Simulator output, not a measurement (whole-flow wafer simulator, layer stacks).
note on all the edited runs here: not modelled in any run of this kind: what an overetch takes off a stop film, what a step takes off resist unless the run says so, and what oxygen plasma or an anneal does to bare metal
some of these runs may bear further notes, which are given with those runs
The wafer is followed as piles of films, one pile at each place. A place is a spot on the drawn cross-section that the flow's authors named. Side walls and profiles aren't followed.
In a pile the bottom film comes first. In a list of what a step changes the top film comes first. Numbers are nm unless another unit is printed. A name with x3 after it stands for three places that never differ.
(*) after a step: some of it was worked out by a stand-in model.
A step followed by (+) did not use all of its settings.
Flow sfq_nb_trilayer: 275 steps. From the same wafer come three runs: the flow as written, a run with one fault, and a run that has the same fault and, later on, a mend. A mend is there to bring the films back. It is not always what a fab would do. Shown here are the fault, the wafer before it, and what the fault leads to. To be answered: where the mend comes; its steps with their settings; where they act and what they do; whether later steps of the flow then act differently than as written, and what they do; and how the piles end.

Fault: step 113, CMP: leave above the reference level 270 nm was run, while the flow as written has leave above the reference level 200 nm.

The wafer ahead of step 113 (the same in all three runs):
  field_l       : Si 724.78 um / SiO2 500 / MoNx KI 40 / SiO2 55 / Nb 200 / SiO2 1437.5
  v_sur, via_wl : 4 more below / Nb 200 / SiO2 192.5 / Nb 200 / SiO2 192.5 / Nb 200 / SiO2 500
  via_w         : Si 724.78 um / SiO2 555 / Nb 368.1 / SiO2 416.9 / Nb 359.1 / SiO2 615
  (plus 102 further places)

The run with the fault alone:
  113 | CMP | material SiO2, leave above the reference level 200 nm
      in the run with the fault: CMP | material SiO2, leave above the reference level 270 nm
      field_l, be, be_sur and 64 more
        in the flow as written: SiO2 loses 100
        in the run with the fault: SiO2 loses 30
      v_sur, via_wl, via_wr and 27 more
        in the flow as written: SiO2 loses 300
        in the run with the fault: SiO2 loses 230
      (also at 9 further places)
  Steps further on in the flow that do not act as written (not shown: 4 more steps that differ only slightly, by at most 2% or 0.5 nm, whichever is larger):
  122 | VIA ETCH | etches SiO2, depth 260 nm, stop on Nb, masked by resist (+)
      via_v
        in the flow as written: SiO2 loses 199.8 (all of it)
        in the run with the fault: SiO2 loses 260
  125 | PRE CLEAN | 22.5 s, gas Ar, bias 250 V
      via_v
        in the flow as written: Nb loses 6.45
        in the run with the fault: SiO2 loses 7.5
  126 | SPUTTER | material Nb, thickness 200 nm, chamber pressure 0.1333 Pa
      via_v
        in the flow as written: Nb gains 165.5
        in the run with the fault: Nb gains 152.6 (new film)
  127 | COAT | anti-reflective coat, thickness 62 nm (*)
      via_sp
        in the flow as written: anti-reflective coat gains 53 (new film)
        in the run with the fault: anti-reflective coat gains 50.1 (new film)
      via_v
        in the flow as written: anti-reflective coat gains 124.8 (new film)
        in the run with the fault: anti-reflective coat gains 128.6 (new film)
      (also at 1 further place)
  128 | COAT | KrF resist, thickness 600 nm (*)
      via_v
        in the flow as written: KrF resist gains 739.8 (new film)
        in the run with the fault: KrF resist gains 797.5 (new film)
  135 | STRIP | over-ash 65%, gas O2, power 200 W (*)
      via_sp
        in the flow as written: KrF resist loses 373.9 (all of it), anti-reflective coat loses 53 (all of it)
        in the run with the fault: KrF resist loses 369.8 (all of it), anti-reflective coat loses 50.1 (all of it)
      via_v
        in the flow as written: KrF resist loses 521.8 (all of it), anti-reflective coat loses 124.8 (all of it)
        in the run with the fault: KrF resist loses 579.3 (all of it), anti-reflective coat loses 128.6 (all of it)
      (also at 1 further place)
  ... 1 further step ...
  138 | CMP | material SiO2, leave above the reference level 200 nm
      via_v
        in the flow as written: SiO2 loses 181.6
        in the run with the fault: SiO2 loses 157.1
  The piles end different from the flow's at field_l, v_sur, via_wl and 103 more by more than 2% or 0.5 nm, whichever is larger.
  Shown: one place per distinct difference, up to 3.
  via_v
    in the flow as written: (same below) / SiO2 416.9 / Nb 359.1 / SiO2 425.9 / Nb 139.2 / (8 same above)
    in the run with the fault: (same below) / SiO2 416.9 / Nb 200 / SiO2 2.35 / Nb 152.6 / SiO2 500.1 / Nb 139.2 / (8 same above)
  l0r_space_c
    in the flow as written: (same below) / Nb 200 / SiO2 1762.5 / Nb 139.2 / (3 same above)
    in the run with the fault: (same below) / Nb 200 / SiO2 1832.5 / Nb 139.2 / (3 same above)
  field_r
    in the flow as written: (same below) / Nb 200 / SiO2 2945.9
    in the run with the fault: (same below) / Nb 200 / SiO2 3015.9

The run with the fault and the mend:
  The mend stands after step 120.
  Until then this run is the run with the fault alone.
  120a | STRIP | over-ash 65%, gas O2, power 200 W (*)
      field_l, v_sur, via_wl and 102 more
        KrF resist loses 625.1 (all of it), anti-reflective coat loses 62 (all of it)
      via_v
        anti-reflective coat loses 62 (all of it)
  120b | CMP | material SiO2, leave above the reference level 200 nm (a further turn of the flow's step 113)
      field_l, v_sur, via_wl and 103 more
        SiO2 loses 70
  120c | COAT | anti-reflective coat, thickness 62 nm (a further turn of the flow's step 115)
      field_l, v_sur, via_wl and 103 more
        anti-reflective coat gains 62 (new film)
  120d | COAT | KrF resist, thickness 650 nm (a further turn of the flow's step 116)
      field_l, v_sur, via_wl and 103 more
        KrF resist gains 650 (new film)
  120e | SOFTBAKE | KrF resist (a further turn of the flow's step 117)
      does not change any film at any place that is followed
  120f | EXPOSE | photomask I3, dose 11.91 mJ/cm2, NA 0.6, wavelength 248 nm (*) (a further turn of the flow's step 118)
      does not change any film at any place that is followed
  120g | PEB | KrF resist, 90 s (a further turn of the flow's step 119)
      field_l, v_sur, via_wl and 103 more
        KrF resist loses 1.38
  120h | DEVELOP | KrF resist, thickness 650 nm, 60 s (a further turn of the flow's step 120)
      field_l, v_sur, via_wl and 102 more
        KrF resist loses 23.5
      via_v
        KrF resist loses 648.6 (all of it)
  Every later step of the flow that is run acts as written at every place that is followed.
  At every place that both follow, the piles at the end match the flow's.
